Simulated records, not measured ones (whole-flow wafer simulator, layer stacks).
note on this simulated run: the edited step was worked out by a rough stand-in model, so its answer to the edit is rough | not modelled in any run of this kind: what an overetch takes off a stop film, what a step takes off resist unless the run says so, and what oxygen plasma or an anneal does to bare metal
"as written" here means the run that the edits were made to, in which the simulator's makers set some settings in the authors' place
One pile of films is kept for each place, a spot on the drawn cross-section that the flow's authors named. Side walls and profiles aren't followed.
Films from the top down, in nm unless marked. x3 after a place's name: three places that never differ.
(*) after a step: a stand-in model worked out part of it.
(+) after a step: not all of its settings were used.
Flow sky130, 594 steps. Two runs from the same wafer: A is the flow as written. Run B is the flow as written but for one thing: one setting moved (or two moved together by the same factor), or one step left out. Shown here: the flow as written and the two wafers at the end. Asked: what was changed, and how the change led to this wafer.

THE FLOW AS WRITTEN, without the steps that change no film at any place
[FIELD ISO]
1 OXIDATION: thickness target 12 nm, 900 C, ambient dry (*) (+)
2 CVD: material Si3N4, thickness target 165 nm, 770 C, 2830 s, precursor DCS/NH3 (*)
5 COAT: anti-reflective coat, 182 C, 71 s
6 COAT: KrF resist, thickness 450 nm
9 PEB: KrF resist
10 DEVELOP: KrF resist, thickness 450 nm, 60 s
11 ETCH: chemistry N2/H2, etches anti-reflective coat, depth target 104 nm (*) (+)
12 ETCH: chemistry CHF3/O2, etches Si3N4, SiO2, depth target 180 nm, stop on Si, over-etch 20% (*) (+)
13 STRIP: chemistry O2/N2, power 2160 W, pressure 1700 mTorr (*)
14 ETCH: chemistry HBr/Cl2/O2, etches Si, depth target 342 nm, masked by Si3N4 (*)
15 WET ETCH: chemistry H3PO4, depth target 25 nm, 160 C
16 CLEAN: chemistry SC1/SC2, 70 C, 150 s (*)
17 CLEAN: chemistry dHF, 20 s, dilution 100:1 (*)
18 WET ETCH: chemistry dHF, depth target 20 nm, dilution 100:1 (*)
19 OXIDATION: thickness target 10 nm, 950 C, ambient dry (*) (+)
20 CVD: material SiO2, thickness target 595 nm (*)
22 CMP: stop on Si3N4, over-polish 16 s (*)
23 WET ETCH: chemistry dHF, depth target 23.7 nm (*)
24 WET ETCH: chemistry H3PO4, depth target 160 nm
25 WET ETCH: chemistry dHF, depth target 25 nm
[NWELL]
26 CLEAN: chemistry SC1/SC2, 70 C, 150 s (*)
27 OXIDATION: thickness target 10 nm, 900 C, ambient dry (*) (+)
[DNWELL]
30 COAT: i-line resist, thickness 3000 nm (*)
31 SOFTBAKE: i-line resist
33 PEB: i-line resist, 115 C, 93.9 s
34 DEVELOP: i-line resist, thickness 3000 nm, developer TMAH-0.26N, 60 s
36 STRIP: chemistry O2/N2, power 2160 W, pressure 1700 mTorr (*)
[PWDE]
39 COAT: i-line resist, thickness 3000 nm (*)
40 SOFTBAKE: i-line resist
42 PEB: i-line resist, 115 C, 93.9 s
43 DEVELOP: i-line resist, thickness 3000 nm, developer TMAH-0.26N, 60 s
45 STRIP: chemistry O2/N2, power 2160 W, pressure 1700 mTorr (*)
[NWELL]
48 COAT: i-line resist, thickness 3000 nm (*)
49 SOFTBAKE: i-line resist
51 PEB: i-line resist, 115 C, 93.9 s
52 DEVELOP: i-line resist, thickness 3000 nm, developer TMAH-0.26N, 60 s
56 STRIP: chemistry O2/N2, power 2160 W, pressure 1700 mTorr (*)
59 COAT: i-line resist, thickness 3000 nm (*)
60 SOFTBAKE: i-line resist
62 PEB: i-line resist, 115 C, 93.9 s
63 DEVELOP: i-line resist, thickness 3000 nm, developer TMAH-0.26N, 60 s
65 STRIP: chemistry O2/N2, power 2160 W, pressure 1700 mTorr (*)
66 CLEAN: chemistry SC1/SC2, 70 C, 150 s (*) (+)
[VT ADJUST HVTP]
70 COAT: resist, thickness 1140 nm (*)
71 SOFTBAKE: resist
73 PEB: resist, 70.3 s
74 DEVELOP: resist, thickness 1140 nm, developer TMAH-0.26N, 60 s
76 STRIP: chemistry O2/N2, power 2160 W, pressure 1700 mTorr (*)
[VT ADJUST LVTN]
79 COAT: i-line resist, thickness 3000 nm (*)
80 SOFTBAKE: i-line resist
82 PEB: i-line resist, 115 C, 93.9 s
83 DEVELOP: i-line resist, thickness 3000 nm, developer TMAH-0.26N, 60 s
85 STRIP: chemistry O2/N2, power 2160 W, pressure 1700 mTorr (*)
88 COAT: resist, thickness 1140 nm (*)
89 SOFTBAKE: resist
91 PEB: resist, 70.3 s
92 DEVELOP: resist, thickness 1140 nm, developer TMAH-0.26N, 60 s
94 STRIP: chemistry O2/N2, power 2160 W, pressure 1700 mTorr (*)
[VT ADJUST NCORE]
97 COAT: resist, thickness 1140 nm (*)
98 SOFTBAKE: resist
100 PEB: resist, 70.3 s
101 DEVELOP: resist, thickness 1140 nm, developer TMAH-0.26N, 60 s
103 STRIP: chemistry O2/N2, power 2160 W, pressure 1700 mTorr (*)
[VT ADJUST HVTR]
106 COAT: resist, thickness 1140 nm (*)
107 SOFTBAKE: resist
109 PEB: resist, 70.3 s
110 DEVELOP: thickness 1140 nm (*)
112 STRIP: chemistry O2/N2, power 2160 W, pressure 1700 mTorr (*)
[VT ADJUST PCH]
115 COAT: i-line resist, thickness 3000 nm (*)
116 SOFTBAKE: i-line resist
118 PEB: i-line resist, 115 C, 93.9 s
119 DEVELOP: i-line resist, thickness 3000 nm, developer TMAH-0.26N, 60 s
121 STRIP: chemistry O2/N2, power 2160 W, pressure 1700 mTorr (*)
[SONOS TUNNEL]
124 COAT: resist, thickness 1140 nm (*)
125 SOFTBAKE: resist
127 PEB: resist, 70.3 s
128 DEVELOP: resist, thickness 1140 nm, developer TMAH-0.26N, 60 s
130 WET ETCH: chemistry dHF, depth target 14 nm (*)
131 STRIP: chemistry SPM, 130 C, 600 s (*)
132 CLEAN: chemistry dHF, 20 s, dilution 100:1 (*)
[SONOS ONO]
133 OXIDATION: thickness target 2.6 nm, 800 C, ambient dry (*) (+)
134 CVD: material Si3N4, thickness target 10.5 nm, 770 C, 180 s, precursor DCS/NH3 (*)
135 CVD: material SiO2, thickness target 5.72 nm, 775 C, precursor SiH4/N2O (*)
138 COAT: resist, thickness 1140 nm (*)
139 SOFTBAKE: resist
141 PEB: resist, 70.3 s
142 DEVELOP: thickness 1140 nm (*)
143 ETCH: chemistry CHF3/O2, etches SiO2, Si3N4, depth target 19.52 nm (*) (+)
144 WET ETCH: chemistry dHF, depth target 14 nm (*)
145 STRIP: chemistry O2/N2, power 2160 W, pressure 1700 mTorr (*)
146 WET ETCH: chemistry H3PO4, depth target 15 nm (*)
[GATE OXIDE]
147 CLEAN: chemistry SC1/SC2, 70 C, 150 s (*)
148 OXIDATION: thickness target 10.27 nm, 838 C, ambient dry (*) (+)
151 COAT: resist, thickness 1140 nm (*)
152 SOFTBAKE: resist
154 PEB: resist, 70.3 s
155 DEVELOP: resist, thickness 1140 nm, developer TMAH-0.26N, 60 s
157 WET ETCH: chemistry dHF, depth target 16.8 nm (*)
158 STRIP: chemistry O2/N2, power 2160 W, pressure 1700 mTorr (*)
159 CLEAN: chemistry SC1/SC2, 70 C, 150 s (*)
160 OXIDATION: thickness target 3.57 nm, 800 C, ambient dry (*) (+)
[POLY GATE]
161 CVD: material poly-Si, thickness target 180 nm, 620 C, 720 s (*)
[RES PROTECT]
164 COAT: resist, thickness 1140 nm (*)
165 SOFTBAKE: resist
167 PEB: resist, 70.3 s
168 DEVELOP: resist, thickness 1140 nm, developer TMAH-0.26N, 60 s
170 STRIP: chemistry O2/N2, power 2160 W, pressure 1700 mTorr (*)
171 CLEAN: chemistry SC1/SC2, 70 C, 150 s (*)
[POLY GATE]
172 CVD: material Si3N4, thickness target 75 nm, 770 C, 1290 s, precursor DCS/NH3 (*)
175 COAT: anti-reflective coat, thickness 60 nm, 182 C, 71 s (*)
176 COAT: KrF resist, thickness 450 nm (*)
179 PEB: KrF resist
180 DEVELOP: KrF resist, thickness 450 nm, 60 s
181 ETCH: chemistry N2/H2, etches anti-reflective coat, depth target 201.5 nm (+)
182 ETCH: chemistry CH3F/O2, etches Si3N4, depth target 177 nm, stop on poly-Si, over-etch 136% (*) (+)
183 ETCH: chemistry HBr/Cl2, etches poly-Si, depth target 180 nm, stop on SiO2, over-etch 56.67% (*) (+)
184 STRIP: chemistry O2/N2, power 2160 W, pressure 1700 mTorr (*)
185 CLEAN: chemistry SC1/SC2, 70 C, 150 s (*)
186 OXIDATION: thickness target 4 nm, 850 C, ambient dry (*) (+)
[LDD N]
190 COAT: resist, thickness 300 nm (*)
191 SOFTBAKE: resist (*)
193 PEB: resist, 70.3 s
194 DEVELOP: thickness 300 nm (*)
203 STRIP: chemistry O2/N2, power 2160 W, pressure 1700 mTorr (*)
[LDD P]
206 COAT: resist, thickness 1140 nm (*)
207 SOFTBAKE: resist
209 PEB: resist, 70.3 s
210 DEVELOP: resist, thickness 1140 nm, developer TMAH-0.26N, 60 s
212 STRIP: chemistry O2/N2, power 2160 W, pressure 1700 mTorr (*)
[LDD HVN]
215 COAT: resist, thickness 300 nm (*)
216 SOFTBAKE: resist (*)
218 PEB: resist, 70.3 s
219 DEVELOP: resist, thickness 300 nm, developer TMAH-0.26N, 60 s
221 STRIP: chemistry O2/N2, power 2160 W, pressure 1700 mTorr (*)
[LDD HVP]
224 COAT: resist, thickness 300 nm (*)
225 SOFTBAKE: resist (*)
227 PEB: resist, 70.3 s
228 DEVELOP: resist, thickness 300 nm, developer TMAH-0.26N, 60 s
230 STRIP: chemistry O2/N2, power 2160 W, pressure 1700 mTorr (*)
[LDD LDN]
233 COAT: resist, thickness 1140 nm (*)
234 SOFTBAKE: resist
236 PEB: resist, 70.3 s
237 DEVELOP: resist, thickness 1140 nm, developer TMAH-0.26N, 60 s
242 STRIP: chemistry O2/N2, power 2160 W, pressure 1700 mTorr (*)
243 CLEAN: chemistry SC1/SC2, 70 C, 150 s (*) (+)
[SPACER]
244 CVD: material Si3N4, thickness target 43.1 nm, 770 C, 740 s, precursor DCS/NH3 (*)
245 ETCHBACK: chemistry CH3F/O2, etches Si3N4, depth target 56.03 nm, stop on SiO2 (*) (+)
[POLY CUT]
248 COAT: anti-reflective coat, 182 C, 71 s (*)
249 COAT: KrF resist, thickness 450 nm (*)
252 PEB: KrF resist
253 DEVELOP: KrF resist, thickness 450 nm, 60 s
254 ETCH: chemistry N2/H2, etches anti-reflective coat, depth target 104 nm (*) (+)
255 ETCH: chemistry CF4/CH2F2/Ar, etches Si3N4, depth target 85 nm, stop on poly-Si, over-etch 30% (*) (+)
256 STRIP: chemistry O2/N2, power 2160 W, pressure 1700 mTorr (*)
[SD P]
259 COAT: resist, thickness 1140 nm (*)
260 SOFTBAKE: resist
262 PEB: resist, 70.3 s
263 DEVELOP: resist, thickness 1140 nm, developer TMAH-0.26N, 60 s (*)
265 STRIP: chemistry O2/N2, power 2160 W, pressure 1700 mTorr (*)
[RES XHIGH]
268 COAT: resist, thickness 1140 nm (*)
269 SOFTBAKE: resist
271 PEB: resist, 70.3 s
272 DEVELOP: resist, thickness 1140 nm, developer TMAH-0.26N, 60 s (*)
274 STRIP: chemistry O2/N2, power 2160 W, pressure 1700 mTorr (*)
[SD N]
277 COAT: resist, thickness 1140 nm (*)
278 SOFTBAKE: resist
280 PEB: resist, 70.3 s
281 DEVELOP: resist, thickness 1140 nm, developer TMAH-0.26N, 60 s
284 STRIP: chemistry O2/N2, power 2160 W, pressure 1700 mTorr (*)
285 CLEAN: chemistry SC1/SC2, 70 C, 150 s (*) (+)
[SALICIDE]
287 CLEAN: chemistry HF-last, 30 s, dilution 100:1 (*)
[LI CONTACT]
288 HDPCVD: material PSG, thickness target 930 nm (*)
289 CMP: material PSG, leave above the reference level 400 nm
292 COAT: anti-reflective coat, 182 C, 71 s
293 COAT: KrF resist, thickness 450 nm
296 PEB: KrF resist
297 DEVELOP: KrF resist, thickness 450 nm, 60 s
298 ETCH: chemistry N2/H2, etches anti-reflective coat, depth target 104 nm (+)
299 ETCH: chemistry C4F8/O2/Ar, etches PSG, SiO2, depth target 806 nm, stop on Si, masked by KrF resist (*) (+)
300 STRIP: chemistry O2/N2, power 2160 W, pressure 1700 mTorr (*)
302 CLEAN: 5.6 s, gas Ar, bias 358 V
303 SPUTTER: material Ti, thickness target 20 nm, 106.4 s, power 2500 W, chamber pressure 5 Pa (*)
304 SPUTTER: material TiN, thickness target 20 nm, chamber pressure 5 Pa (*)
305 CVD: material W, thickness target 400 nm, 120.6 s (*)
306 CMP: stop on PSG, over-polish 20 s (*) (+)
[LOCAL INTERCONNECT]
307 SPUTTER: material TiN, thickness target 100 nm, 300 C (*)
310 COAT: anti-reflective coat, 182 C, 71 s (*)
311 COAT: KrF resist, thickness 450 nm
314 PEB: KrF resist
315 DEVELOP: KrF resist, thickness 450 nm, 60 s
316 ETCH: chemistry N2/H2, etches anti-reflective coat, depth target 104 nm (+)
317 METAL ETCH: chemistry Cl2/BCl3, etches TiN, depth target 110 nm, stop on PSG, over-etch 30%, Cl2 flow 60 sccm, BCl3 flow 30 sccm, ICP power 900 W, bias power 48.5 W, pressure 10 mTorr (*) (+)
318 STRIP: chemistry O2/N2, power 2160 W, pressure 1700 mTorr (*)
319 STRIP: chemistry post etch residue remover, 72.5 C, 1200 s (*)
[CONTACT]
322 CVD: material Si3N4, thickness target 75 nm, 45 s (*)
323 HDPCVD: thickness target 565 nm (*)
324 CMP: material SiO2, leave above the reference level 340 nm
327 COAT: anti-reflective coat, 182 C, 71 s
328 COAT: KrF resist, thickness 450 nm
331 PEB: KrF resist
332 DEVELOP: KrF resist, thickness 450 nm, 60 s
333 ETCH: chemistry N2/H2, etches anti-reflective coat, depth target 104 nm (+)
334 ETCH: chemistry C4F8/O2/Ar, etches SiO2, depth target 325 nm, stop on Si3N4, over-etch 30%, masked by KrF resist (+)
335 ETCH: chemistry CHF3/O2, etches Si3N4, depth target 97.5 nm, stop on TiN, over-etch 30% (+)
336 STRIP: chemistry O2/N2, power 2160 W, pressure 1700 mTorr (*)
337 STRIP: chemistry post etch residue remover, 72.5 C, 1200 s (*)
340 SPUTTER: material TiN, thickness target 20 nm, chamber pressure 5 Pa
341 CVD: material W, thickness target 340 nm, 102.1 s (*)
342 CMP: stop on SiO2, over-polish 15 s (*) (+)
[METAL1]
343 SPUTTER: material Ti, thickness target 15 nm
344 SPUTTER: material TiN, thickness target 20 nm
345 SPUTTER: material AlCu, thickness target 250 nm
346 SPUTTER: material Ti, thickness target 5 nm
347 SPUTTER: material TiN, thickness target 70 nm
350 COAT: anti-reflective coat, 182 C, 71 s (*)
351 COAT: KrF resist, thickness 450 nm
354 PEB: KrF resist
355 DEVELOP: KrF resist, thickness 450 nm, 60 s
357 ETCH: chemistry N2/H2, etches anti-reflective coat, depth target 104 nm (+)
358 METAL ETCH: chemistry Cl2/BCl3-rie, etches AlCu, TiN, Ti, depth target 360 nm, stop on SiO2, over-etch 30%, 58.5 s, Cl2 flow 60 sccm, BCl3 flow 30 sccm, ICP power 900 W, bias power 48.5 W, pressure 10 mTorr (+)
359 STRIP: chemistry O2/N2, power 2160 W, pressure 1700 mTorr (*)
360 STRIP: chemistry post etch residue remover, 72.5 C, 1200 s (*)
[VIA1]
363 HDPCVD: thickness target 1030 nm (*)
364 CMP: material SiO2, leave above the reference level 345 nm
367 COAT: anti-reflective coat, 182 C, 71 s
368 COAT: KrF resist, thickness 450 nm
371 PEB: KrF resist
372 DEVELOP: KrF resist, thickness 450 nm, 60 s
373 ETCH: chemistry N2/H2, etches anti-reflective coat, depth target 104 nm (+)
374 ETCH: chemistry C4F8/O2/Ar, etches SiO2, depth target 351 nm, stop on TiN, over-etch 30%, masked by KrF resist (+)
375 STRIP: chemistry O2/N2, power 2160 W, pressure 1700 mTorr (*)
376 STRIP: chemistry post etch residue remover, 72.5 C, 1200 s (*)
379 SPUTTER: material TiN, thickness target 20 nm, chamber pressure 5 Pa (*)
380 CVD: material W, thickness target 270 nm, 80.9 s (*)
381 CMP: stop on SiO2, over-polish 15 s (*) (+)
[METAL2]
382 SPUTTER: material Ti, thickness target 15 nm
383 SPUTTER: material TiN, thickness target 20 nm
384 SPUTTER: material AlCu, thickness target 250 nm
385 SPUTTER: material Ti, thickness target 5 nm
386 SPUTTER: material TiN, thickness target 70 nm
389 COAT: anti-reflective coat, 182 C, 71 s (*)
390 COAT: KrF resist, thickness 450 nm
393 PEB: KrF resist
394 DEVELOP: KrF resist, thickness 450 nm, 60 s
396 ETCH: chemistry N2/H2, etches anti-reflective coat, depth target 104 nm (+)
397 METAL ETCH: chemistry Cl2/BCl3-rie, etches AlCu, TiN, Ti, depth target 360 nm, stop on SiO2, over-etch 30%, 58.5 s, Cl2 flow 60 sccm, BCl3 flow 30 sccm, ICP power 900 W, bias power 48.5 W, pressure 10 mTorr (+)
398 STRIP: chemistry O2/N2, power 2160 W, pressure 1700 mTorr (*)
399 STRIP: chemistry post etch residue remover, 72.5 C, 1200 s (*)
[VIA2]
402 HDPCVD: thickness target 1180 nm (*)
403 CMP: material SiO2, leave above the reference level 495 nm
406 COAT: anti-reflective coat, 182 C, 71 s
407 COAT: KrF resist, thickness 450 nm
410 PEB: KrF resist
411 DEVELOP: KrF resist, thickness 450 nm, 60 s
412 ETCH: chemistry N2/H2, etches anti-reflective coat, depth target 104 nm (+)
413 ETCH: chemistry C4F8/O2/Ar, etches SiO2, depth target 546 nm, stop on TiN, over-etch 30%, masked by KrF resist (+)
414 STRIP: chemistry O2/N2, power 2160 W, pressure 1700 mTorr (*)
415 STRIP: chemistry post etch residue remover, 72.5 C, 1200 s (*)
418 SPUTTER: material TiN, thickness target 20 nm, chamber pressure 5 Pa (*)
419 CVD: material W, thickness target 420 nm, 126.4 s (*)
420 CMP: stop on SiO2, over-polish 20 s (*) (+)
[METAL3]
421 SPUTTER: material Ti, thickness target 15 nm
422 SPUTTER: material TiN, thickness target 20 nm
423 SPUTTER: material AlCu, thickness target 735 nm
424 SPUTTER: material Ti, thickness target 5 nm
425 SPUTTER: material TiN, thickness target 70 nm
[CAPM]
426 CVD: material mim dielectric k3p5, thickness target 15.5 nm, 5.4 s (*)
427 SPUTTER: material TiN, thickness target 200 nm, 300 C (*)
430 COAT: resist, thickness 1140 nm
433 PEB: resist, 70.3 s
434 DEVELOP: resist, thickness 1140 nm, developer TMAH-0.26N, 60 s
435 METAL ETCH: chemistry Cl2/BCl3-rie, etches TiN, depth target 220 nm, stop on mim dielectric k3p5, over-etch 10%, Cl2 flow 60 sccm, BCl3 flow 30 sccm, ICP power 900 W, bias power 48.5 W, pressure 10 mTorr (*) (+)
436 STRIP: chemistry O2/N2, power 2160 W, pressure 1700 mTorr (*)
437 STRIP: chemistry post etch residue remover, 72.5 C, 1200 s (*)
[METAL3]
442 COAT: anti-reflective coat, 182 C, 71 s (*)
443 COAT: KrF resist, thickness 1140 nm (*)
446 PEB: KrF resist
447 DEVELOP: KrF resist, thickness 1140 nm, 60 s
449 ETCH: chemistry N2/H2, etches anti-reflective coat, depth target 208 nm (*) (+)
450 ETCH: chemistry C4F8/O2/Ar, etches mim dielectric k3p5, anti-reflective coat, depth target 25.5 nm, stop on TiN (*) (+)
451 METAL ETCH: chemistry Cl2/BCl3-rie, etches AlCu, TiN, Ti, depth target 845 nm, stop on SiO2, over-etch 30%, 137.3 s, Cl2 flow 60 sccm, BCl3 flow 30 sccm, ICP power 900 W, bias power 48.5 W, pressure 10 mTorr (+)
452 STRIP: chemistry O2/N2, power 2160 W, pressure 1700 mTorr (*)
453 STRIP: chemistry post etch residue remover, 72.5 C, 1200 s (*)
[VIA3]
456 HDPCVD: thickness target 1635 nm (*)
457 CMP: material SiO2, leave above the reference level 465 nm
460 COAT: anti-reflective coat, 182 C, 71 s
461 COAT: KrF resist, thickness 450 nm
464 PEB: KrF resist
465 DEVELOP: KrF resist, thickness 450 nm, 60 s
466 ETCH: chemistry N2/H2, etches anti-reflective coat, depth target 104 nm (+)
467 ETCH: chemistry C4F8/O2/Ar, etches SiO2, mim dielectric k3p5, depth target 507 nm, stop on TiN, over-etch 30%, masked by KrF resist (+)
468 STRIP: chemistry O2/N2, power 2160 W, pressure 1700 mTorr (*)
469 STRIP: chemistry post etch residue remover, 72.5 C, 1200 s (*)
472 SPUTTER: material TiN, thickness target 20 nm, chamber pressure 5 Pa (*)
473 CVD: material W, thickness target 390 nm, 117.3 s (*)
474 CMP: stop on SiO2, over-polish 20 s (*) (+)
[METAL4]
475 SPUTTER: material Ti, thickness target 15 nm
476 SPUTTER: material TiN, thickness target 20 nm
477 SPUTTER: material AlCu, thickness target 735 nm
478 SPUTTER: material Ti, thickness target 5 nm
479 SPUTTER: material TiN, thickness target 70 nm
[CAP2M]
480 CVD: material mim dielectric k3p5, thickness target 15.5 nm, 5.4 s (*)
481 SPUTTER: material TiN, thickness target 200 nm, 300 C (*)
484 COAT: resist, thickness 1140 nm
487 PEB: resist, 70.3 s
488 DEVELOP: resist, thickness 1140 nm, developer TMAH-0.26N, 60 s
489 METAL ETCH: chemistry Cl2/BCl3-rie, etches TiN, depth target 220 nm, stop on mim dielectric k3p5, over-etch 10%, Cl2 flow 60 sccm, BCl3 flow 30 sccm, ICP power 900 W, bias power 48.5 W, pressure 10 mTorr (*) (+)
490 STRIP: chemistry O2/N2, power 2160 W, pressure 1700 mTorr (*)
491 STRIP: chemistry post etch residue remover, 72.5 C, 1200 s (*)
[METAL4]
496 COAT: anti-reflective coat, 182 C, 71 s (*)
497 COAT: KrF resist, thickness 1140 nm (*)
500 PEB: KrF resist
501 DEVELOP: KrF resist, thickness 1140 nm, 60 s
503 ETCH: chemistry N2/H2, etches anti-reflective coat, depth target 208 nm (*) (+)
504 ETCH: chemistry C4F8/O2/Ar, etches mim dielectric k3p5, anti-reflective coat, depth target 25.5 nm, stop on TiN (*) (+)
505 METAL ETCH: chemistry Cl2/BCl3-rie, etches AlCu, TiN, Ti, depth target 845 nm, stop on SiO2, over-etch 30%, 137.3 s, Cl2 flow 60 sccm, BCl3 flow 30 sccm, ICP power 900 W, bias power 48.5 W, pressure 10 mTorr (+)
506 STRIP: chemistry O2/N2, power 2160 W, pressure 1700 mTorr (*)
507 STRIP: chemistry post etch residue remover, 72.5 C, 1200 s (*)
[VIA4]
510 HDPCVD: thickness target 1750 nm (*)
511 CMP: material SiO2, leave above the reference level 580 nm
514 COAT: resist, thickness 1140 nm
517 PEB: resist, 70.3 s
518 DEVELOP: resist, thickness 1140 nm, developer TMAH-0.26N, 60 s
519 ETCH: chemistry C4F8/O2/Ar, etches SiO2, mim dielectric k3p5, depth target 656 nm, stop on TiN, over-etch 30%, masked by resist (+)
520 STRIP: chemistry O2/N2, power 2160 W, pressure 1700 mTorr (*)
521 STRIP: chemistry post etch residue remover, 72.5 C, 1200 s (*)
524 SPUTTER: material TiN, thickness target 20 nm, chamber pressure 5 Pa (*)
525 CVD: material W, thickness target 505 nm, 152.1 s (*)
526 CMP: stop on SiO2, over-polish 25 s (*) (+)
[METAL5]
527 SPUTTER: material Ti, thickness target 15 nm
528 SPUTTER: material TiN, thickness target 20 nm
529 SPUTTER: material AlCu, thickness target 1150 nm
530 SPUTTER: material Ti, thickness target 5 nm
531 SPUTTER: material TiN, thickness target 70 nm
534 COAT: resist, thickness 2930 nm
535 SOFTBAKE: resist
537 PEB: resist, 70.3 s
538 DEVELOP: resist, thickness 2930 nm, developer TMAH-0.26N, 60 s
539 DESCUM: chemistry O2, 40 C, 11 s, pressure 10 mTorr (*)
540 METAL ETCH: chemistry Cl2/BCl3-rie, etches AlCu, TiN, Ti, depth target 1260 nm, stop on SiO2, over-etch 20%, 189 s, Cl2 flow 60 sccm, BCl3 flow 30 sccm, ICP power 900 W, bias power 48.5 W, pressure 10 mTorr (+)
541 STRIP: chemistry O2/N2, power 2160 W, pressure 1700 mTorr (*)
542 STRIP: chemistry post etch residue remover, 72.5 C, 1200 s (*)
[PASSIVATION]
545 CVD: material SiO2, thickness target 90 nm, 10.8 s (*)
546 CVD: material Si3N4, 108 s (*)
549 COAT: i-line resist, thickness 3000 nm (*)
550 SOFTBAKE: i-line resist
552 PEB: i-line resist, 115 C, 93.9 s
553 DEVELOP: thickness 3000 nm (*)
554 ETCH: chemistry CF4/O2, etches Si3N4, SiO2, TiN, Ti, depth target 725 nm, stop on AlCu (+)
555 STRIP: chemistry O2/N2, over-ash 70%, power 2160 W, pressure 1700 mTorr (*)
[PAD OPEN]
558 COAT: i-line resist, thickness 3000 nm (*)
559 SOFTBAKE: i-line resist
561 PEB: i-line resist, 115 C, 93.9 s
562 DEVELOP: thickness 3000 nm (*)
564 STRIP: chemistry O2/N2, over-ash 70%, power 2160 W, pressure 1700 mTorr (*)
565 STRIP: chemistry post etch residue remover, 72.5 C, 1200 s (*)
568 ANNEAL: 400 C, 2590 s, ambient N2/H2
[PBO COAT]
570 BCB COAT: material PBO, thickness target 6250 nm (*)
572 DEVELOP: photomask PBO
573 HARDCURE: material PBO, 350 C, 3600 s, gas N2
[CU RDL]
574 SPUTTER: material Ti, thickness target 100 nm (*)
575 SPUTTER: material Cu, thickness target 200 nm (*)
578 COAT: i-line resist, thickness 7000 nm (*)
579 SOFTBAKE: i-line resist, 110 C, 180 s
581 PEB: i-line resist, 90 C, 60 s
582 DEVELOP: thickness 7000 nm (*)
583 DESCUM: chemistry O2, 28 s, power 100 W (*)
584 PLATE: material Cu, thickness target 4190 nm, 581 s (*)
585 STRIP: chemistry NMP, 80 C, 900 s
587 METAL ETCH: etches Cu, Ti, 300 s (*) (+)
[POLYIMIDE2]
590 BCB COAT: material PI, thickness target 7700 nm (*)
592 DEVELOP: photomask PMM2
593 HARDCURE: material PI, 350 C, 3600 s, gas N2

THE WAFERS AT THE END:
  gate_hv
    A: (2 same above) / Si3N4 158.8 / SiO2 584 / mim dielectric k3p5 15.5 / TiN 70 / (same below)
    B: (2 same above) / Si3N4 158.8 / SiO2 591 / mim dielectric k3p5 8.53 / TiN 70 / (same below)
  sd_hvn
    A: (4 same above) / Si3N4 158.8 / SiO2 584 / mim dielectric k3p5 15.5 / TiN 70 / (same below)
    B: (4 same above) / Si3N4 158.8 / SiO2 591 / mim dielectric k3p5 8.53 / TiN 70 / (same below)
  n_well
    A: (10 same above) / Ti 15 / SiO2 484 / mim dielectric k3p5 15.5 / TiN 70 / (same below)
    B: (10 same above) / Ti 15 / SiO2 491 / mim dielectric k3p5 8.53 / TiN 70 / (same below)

The cause: step 480, CVD: thickness target 8.53 nm was run, where the flow has thickness target 15.5 nm; step 480, CVD: 2.97 s was run, where the flow has 5.4 s.
It can be read off the wafer: gate_hv has mim dielectric k3p5 8.53, and step 480 as written asks for 15.5 nm.

How the change led to this, step by step:
  480 CVD: material mim dielectric k3p5, thickness target 15.5 nm, 5.4 s (*)
      field, active, n_well and 189 more: A mim dielectric k3p5 +15.5 (new film) | B mim dielectric k3p5 +8.53 (new film)
  504 ETCH: chemistry C4F8/O2/Ar, etches mim dielectric k3p5, anti-reflective coat, depth target 25.5 nm, stop on TiN (*) (+)
      n_well, p_well, gate_hv and 102 more: A KrF resist -15.5 | B KrF resist -8.53
      field, active, gate and 85 more: A mim dielectric k3p5 -15.5 (all of it) | B mim dielectric k3p5 -8.53 (all of it)
  519 ETCH: chemistry C4F8/O2/Ar, etches SiO2, mim dielectric k3p5, depth target 656 nm, stop on TiN, over-etch 30%, masked by resist (+)
      m1: A SiO2 -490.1 (all of it), mim dielectric k3p5 -15.5 (all of it) | B SiO2 -497.1 (all of it), mim dielectric k3p5 -8.53 (all of it)
      via4_hole: A SiO2 -489.5 (all of it), mim dielectric k3p5 -15.5 (all of it) | B SiO2 -496.5 (all of it), mim dielectric k3p5 -8.53 (all of it)
